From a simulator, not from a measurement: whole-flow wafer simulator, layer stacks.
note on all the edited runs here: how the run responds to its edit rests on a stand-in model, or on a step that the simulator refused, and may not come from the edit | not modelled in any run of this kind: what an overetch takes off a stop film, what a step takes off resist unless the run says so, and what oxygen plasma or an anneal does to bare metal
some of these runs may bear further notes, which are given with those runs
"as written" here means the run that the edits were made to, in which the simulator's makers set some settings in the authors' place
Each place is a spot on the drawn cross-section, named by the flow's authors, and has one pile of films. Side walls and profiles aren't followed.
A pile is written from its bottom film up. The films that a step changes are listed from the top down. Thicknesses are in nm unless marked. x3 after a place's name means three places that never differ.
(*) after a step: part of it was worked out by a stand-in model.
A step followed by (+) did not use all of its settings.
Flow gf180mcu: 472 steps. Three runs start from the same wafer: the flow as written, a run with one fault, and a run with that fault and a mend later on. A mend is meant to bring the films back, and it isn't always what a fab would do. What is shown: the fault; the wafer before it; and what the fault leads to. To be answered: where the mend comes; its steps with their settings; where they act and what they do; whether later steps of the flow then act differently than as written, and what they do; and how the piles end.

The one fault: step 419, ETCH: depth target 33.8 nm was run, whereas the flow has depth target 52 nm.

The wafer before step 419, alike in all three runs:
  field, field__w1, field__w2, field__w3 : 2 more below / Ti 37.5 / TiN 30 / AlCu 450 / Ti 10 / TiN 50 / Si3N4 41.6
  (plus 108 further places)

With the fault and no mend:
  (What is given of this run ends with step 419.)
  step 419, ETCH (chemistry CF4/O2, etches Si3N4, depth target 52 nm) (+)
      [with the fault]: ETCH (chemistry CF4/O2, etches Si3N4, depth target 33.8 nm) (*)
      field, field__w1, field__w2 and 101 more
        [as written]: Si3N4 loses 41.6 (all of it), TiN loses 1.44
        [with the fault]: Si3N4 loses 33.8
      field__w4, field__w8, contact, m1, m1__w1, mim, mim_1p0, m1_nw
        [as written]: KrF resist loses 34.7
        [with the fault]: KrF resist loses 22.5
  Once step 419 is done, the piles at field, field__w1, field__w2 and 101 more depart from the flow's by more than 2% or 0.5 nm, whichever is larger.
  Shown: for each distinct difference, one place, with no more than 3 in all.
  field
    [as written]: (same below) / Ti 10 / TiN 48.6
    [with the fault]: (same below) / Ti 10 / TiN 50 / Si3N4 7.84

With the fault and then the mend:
  The mend follows step 419.
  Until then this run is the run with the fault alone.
  step 419a, ETCH (chemistry CF4/O2, etches Si3N4, depth target 18.2 nm) (*) (+) (the flow's step 419 again, with other settings)
      field, field__w1, field__w2 and 101 more
        Si3N4 loses 7.84 (all of it), TiN loses 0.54
      field__w4, field__w8, contact, m1, m1__w1, mim, mim_1p0, m1_nw
        KrF resist loses 7.84
  Every later step of the flow that is run acts as written, at every place that is followed, to within 2% or 0.5 nm, whichever is larger.
  The piles end the same as the flow's at every place that both follow.
